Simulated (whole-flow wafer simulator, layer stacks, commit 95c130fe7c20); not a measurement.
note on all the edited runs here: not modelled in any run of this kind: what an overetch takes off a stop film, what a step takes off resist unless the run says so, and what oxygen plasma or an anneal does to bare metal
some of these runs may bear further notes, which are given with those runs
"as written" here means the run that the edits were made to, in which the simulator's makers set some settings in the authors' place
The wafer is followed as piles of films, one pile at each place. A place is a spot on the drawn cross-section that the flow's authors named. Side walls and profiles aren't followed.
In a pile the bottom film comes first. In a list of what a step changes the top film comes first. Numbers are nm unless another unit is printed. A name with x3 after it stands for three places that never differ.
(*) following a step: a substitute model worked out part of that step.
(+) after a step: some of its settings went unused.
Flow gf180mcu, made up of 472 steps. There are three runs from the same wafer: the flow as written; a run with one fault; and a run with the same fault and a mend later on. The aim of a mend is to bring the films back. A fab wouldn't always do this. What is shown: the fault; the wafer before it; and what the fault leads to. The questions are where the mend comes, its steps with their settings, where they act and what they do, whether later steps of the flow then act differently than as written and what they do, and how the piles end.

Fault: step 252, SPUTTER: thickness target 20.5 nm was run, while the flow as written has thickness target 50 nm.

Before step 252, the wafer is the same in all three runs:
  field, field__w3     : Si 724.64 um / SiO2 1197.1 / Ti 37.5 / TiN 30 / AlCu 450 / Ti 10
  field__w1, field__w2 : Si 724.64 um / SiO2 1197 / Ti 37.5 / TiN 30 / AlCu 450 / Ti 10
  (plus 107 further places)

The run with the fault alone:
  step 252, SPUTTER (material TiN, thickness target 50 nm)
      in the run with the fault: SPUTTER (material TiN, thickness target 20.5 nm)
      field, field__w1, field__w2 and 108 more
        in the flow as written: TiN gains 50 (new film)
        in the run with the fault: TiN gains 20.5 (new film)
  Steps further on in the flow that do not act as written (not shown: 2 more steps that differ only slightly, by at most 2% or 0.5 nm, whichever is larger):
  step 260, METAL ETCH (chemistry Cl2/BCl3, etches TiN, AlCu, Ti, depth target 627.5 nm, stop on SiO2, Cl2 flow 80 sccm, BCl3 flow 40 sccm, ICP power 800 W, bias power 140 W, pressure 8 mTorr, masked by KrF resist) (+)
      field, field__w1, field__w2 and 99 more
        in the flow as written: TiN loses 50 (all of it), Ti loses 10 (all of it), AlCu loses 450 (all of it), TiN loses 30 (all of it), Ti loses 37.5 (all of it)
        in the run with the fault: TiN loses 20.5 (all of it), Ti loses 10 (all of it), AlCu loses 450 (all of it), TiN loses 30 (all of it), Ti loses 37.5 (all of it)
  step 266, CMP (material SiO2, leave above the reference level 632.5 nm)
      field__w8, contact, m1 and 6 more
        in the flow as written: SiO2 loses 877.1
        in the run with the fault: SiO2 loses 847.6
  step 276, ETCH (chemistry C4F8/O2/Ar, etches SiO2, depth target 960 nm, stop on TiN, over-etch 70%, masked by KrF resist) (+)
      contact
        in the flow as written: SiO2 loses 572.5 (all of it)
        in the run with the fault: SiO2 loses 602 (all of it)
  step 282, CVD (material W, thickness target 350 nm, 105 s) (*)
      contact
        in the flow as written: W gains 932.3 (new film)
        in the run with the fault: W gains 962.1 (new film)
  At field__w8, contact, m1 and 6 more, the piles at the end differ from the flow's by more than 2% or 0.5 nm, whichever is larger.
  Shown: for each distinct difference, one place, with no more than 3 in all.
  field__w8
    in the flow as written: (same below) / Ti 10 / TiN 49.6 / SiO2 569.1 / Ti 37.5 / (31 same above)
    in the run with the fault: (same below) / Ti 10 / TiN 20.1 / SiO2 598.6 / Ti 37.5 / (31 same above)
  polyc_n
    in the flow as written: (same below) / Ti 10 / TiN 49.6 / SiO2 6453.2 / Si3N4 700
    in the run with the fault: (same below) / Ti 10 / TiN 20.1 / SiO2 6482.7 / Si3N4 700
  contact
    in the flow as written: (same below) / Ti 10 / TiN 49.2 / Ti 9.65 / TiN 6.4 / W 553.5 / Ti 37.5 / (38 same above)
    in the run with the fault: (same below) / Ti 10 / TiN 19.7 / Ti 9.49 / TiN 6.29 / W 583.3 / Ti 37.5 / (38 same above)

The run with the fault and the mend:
  The mend stands after step 259.
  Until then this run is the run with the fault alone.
  step 259a, STRIP (chemistry O2/N2, power 2160 W, pressure 1700 mTorr) (*)
      field__w8, contact, m1 and 6 more
        KrF resist loses 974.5 (all of it)
  step 259b, SPUTTER (material TiN, thickness target 29.5 nm) (the flow's step 252 again, with other settings)
      field, field__w1, field__w2 and 108 more
        TiN gains 29.5
  step 259c, HMDS (120 C, 60 s) (the flow's step 254 again)
      leaves every film unchanged at each place that is followed
  step 259d, COAT (KrF resist, thickness 1000 nm) (the flow's step 255 again)
      field, field__w1, field__w2 and 108 more
        KrF resist gains 1000 (new film)
  step 259e, SOFTBAKE (KrF resist) (the flow's step 256 again)
      leaves every film unchanged at each place that is followed
  step 259f, EXPOSE (photomask Metal1) (the flow's step 257 again)
      leaves every film unchanged at each place that is followed
  step 259g, PEB (KrF resist, 135 C, 90 s) (the flow's step 258 again)
      field, field__w1, field__w2 and 108 more
        KrF resist loses 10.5
  step 259h, DEVELOP (thickness 1000 nm, 60 s) (the flow's step 259 again)
      field, field__w1, field__w2 and 99 more
        KrF resist loses 989.5 (all of it)
      field__w8, contact, m1 and 6 more
        KrF resist loses 14.9
  Every later step of the flow that is run acts as written at every place that is followed.
  At every place that both follow, the piles at the end match the flow's.
